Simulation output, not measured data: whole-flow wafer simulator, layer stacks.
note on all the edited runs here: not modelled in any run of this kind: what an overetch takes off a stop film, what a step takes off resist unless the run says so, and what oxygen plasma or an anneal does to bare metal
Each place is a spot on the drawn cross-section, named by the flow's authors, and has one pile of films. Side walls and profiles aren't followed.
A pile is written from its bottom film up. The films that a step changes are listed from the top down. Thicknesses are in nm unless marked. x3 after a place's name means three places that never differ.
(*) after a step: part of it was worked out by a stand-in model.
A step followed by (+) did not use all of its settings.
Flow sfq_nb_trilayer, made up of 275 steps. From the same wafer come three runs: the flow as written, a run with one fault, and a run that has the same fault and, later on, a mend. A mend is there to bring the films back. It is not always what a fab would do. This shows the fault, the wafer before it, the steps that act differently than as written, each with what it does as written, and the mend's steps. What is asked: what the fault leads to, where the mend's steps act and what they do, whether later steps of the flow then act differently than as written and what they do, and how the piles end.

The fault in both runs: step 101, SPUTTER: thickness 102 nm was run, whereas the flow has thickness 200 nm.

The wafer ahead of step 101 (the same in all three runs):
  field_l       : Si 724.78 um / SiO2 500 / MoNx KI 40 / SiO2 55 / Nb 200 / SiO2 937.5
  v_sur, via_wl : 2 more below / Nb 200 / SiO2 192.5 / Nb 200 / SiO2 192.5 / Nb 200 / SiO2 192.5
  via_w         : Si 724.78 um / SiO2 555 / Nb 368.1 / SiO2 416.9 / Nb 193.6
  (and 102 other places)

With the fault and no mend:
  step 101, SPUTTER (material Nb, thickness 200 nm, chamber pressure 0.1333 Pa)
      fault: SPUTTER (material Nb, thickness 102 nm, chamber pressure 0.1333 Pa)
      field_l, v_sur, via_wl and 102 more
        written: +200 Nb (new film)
        fault: +102 Nb (new film)
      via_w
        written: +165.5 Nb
        fault: +84.1 Nb
  Later steps of the flow acting differently than as written (not shown: 4 more steps that differ only slightly, by at most 2% or 0.5 nm, whichever is larger):
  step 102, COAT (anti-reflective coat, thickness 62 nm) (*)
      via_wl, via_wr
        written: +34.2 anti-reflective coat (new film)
        fault: +32.9 anti-reflective coat (new film)
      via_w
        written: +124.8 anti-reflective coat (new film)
        fault: +120 anti-reflective coat (new film)
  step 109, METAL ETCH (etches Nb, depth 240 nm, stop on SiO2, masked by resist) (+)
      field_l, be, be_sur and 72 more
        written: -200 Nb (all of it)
        fault: -102 Nb (all of it)
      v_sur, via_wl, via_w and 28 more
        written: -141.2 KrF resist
        fault: -90 KrF resist
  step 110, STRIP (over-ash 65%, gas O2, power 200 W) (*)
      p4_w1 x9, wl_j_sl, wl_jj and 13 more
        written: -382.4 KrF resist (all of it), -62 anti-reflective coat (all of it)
        fault: -433.6 KrF resist (all of it), -62 anti-reflective coat (all of it)
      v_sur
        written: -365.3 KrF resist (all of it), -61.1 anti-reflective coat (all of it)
        fault: -417.5 KrF resist (all of it), -60.8 anti-reflective coat (all of it)
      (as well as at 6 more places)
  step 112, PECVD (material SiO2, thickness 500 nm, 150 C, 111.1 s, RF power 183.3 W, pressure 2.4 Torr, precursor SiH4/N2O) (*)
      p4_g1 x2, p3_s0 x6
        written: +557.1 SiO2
        fault: +500 SiO2
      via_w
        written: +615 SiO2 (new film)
        fault: +587.8 SiO2 (new film)
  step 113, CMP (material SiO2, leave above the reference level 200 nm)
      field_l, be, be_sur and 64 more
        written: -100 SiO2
        fault: -198 SiO2
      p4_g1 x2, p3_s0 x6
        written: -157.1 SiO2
        fault: -198 SiO2
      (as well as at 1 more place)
  At field_l, v_sur, via_wl and 103 more, the piles at the end differ from the flow's by more than 2% or 0.5 nm, whichever is larger.
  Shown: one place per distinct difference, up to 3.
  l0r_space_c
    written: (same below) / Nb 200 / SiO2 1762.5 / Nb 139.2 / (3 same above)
    fault: (same below) / Nb 200 / SiO2 1664.5 / Nb 139.2 / (3 same above)
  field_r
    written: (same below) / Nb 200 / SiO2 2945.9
    fault: (same below) / Nb 200 / SiO2 2847.9
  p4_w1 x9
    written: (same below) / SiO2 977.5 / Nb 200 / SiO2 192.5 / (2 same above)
    fault: (same below) / SiO2 977.5 / Nb 102 / SiO2 192.5 / (2 same above)

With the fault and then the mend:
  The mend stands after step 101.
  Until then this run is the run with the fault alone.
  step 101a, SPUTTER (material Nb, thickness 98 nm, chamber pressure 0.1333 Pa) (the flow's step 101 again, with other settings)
      field_l, v_sur, via_wl and 102 more
        +98 Nb
      via_w
        +79.8 Nb
  Later steps of the flow that are run all act as written at every place that is followed, up to a difference of at most 2% or 0.5 nm, whichever is larger.
  The piles end only slightly different from the flow's at the places that both follow, by no more than 2% or 0.5 nm, whichever is larger.
